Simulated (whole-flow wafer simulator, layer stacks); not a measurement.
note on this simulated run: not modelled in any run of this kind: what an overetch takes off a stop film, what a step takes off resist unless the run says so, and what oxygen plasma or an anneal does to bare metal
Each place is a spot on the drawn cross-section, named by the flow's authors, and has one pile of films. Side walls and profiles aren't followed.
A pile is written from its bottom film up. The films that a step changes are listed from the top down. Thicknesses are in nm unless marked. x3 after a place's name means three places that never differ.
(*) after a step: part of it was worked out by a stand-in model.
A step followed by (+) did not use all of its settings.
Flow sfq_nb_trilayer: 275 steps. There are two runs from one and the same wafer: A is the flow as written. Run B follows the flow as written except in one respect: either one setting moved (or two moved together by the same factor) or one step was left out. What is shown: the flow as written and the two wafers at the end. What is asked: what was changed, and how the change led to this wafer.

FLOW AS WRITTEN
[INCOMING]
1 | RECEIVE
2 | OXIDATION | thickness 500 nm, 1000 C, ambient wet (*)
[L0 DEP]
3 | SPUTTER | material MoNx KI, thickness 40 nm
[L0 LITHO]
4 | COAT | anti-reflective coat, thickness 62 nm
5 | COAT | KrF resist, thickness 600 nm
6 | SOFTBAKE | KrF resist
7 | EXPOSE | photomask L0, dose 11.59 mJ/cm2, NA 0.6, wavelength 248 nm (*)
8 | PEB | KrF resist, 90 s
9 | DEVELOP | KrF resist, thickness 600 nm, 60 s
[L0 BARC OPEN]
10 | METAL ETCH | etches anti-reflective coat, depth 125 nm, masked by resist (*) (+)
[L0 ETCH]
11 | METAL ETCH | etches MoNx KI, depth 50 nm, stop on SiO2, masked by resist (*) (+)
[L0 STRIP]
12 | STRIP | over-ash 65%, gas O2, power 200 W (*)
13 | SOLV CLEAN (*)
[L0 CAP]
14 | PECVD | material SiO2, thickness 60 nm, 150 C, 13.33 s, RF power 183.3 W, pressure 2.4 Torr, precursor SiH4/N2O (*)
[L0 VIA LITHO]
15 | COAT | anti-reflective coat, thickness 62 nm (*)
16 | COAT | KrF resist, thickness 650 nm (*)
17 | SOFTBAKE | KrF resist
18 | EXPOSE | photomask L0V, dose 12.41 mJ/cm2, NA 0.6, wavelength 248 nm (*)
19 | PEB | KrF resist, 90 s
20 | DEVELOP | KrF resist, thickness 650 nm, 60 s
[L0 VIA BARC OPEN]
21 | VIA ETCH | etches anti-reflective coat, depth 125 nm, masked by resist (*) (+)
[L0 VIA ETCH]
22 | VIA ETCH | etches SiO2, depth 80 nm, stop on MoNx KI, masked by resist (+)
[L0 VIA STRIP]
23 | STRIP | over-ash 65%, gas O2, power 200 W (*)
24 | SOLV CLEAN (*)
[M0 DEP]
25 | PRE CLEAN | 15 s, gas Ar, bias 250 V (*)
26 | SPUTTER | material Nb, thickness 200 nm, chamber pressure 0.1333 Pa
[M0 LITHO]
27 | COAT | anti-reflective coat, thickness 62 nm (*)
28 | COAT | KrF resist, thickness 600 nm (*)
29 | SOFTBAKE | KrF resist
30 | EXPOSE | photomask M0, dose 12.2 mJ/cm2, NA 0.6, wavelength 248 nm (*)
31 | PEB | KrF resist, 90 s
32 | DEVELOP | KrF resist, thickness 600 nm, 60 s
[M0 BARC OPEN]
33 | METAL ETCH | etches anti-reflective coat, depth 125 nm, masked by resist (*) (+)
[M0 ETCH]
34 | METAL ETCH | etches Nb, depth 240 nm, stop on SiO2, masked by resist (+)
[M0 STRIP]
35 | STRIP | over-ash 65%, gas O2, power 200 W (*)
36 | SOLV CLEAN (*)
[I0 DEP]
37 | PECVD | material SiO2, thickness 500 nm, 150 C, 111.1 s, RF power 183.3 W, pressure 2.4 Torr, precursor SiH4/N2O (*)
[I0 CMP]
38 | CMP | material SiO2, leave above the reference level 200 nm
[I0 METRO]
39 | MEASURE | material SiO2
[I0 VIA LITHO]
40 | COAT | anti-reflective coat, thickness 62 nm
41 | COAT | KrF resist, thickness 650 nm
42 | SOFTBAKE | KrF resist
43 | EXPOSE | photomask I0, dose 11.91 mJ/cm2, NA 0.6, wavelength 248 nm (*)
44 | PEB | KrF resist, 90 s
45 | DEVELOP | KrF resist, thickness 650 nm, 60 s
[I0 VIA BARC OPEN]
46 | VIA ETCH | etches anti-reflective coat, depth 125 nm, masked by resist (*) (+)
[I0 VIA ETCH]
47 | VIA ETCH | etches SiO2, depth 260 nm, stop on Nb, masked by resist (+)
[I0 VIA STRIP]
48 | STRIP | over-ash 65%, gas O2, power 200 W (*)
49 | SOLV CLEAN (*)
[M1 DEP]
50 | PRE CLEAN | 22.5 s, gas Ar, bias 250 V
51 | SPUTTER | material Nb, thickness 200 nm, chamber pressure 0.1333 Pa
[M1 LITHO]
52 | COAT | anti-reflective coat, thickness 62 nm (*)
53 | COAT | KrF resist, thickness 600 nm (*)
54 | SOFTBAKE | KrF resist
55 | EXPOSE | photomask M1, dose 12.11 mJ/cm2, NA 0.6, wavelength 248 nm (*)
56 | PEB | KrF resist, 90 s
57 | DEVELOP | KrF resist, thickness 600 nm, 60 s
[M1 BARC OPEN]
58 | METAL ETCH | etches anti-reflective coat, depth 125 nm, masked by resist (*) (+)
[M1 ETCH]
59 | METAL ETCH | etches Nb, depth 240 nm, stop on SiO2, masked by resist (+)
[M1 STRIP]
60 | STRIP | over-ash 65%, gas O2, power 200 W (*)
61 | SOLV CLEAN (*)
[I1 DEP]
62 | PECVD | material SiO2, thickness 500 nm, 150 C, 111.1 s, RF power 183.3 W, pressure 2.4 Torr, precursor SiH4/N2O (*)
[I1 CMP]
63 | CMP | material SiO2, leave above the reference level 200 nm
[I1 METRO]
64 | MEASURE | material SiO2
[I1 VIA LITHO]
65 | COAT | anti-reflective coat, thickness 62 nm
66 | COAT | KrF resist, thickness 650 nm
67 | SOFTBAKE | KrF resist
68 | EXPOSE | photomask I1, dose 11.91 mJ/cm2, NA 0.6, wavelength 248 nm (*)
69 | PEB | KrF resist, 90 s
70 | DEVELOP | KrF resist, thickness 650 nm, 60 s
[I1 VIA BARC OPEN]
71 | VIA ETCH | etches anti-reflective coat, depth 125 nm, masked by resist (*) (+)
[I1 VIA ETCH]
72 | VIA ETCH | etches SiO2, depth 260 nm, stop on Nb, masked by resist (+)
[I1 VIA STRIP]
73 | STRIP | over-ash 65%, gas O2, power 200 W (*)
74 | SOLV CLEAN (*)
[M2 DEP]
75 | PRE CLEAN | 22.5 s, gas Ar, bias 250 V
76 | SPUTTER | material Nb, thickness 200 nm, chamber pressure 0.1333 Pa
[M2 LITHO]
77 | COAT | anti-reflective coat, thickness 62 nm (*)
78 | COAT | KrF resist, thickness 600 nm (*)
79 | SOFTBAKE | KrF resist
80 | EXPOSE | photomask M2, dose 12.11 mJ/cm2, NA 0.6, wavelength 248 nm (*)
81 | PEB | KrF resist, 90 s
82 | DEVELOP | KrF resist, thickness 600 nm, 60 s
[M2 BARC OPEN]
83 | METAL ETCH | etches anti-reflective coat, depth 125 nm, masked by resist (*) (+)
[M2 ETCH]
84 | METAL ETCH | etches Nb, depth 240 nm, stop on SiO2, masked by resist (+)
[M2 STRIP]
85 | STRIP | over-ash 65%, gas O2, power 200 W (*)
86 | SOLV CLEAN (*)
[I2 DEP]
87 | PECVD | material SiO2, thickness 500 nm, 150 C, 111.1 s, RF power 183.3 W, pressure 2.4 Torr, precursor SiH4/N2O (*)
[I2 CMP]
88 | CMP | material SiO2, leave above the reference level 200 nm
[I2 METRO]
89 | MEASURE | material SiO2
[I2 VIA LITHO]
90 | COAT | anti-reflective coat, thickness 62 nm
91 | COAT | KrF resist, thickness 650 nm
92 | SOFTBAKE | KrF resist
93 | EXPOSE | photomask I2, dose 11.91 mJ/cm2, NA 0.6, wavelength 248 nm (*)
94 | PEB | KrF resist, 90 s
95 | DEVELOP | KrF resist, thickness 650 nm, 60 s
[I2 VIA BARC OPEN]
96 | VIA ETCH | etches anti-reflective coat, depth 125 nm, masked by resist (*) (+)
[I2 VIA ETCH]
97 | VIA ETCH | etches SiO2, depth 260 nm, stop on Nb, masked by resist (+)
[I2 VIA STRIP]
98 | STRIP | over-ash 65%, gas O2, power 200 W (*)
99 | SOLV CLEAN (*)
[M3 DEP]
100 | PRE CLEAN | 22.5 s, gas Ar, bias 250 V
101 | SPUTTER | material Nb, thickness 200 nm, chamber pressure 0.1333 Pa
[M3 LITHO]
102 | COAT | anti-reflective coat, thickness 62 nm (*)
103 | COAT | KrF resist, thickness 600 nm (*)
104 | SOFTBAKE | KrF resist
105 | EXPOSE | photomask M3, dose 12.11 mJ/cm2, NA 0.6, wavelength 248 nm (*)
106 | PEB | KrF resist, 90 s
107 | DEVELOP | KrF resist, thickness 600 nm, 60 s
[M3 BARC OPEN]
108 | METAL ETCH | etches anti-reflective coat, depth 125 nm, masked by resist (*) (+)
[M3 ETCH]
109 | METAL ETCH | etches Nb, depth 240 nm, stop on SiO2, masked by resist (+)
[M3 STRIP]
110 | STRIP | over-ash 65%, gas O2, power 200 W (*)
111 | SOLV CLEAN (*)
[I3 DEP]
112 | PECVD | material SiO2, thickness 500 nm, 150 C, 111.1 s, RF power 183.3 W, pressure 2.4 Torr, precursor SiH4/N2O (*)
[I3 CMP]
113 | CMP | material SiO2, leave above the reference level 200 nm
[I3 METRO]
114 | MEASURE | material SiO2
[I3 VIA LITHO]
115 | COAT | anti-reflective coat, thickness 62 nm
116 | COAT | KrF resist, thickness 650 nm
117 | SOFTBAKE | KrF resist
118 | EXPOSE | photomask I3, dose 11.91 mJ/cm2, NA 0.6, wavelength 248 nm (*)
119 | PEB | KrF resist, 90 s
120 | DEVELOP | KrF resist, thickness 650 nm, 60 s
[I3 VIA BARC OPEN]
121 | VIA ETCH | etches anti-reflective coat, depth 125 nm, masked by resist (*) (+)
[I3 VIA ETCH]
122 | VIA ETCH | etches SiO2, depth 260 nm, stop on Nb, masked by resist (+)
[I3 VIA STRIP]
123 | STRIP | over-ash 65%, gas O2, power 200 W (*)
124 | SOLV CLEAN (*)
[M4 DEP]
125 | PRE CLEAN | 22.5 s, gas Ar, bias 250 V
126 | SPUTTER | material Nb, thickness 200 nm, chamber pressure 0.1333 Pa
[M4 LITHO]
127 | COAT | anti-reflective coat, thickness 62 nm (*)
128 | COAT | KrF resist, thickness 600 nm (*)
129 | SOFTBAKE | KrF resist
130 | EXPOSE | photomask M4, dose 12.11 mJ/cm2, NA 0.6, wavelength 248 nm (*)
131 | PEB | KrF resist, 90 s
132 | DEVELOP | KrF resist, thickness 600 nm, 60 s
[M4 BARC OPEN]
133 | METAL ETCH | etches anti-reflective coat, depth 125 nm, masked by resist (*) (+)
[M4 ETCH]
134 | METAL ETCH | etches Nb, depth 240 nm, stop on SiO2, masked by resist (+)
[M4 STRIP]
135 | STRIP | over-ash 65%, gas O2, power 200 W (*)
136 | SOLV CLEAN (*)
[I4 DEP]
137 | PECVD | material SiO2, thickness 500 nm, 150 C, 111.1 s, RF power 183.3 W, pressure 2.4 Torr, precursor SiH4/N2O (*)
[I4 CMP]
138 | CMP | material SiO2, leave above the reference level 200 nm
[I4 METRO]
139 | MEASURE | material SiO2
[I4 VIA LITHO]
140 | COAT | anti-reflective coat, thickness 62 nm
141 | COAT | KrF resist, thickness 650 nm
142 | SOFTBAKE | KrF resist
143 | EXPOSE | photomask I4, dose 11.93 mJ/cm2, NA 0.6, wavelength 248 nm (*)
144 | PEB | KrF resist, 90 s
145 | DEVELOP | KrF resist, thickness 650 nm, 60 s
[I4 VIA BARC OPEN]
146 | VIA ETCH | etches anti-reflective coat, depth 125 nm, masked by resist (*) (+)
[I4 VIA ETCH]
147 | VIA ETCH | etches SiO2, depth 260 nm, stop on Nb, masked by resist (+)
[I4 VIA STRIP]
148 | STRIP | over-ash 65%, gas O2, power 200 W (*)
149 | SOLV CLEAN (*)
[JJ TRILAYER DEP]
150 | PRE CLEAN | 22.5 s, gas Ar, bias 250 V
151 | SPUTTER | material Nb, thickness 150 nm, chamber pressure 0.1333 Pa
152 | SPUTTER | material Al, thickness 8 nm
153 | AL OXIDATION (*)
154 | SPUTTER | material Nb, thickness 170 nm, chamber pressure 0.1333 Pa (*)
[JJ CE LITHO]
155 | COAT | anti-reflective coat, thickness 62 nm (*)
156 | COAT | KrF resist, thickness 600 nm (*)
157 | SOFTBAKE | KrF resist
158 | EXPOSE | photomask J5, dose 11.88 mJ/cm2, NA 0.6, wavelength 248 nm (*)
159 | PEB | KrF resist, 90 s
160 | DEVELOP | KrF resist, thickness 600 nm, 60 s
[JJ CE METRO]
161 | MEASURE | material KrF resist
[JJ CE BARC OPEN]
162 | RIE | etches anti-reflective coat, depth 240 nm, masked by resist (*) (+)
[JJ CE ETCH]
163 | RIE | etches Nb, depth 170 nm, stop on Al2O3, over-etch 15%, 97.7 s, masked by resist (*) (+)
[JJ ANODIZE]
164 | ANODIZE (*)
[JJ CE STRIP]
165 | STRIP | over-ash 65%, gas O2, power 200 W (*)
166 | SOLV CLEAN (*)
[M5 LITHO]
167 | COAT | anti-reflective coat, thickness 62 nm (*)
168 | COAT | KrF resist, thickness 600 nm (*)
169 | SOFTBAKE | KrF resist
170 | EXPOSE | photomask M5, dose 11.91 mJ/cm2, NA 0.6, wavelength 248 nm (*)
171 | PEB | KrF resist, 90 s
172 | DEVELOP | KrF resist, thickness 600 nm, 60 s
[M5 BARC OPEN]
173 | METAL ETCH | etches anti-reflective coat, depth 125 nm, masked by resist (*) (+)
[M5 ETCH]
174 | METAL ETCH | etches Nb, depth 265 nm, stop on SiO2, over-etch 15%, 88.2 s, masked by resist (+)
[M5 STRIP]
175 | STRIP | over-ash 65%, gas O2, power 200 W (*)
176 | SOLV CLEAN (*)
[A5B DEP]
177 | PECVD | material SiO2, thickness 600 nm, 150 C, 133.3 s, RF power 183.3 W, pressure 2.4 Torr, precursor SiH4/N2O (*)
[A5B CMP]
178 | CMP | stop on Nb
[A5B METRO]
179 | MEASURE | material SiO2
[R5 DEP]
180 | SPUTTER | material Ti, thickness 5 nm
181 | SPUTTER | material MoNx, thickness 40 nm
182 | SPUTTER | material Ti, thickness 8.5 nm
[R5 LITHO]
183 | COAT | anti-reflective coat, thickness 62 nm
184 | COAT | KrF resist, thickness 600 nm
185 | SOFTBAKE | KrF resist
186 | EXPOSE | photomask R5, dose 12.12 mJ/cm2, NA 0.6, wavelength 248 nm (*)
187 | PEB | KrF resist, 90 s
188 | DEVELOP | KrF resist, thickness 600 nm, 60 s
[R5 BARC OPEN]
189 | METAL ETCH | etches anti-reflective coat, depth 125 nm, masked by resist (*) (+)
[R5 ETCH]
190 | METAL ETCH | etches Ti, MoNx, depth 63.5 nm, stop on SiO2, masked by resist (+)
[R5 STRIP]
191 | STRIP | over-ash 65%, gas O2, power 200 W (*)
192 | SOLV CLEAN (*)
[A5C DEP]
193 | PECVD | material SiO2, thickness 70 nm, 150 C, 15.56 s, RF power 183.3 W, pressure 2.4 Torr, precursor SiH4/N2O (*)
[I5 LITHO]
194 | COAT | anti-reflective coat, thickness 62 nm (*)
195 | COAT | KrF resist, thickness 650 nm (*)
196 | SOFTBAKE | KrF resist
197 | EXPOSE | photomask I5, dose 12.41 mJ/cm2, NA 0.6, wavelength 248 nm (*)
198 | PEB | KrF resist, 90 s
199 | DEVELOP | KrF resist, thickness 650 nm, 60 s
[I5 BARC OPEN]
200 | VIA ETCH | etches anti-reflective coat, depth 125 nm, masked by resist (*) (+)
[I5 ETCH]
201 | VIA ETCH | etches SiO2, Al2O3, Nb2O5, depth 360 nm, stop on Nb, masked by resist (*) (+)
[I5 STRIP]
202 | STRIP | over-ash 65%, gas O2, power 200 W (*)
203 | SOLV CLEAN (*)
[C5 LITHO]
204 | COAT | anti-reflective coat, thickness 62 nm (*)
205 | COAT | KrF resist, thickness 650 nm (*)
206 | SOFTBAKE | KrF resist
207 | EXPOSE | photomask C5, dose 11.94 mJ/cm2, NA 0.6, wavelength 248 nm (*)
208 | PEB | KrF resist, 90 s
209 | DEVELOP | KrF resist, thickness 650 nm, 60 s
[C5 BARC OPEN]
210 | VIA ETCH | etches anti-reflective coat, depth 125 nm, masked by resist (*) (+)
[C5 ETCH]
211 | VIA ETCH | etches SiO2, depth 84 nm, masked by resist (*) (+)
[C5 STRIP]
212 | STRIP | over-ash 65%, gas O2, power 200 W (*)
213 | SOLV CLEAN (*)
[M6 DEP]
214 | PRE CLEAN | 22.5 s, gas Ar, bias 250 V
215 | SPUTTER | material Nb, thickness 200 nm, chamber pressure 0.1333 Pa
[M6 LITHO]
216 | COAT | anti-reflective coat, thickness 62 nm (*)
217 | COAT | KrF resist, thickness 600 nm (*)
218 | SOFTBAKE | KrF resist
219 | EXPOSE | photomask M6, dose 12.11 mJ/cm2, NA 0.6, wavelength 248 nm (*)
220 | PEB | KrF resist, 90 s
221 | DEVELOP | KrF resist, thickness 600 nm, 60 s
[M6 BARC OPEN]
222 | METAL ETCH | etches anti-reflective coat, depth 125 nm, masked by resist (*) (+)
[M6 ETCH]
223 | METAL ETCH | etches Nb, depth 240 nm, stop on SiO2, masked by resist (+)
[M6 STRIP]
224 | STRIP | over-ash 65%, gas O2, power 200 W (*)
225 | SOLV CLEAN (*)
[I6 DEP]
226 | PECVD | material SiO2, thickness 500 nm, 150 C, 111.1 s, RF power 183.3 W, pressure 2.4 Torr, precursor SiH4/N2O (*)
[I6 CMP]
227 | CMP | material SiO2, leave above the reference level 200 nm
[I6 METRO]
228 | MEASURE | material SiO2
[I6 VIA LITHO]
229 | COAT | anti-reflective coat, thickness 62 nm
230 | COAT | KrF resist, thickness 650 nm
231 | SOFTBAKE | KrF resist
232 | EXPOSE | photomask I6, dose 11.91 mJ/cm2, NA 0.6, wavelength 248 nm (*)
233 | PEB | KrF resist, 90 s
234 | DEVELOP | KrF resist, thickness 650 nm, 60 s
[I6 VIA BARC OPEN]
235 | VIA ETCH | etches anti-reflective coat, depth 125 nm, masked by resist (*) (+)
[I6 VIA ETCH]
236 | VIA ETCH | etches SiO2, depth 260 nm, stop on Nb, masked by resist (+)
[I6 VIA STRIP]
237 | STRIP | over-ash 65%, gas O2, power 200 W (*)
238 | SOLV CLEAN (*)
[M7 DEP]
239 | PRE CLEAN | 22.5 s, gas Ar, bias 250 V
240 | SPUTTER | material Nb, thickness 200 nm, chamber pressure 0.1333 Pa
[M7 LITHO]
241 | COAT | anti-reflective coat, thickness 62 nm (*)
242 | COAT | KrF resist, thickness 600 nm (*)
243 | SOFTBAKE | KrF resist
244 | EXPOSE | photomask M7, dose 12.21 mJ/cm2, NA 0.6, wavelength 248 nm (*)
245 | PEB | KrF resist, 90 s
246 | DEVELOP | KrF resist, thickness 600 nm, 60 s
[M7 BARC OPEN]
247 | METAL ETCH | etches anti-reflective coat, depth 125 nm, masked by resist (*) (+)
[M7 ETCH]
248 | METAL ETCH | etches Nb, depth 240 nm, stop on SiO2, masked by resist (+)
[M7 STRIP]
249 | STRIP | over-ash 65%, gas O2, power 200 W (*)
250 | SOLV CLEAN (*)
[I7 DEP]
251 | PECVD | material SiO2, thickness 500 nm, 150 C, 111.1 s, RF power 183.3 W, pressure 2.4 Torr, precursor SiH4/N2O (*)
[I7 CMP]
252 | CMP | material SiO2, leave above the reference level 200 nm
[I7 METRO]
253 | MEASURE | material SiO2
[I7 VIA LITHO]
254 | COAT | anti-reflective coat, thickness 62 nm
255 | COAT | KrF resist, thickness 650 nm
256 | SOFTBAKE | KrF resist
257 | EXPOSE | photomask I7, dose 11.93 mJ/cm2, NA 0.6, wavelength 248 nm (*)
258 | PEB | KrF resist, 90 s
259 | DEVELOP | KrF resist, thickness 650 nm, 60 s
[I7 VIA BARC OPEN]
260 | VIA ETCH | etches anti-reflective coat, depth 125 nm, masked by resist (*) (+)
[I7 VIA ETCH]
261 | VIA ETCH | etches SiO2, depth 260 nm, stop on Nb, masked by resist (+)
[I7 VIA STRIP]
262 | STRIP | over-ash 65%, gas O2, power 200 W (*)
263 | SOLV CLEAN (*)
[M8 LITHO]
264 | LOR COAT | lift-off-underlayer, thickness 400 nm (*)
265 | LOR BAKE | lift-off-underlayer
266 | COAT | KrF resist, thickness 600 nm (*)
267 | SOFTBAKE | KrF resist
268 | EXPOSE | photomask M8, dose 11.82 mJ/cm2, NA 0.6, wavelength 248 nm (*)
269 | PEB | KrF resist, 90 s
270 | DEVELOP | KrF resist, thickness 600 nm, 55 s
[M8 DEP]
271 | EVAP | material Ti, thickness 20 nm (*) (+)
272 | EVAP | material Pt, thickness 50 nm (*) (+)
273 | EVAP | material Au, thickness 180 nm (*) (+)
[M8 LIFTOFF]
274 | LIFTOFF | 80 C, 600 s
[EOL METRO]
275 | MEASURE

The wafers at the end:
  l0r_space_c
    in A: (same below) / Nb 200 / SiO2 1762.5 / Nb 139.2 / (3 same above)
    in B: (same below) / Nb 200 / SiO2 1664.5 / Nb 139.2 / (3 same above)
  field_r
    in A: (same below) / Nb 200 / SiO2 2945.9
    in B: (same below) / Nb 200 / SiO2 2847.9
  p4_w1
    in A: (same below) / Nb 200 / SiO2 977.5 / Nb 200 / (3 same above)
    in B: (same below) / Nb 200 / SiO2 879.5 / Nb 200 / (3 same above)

Cause: step 51, SPUTTER: thickness 102 nm was run, while the flow as written has thickness 200 nm.

How this came from the change, step by step:
  51 | SPUTTER | material Nb, thickness 200 nm, chamber pressure 0.1333 Pa
      field_l, v_sur, via_wl and 102 more: A +200 Nb (new film) | B +102 Nb (new film)
      via_w: A +174.5 Nb | B +89.9 Nb
  52 | COAT | anti-reflective coat, thickness 62 nm (*)
      via_wl: A +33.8 anti-reflective coat (new film) | B +33 anti-reflective coat (new film)
      via_w: A +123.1 anti-reflective coat (new film) | B +119 anti-reflective coat (new film)
      (also at 1 further place)
  59 | METAL ETCH | etches Nb, depth 240 nm, stop on SiO2, masked by resist (+)
      field_l, be, be_sur and 79 more: A -200 Nb (all of it) | B -102 Nb (all of it)
      v_sur, via_wl, via_w and 21 more: A -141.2 KrF resist | B -90 KrF resist
  60 | STRIP | over-ash 65%, gas O2, power 200 W (*)
      wl_j_sl, wl_jj, wl_j_sr and 13 more: A -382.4 KrF resist (all of it), -62 anti-reflective coat (all of it) | B -433.6 KrF resist (all of it), -62 anti-reflective coat (all of it)
      v_sur: A -365.9 KrF resist (all of it), -61.1 anti-reflective coat (all of it) | B -417.8 KrF resist (all of it), -60.9 anti-reflective coat (all of it)
      (also at 7 further places)
  62 | PECVD | material SiO2, thickness 500 nm, 150 C, 111.1 s, RF power 183.3 W, pressure 2.4 Torr, precursor SiH4/N2O (*)
      wl_d_sl, wl_d_sr: A +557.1 SiO2 | B +500 SiO2
      via_w: A +606 SiO2 (new film) | B +582 SiO2 (new film)
  63 | CMP | material SiO2, leave above the reference level 200 nm
      field_l, be, be_sur and 72 more: A -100 SiO2 | B -198 SiO2
      lsp_m, ln_m6, lsp_r, l0_sur, l0v: A -94.9 SiO2 | B -198 SiO2
      (also at 3 further places)
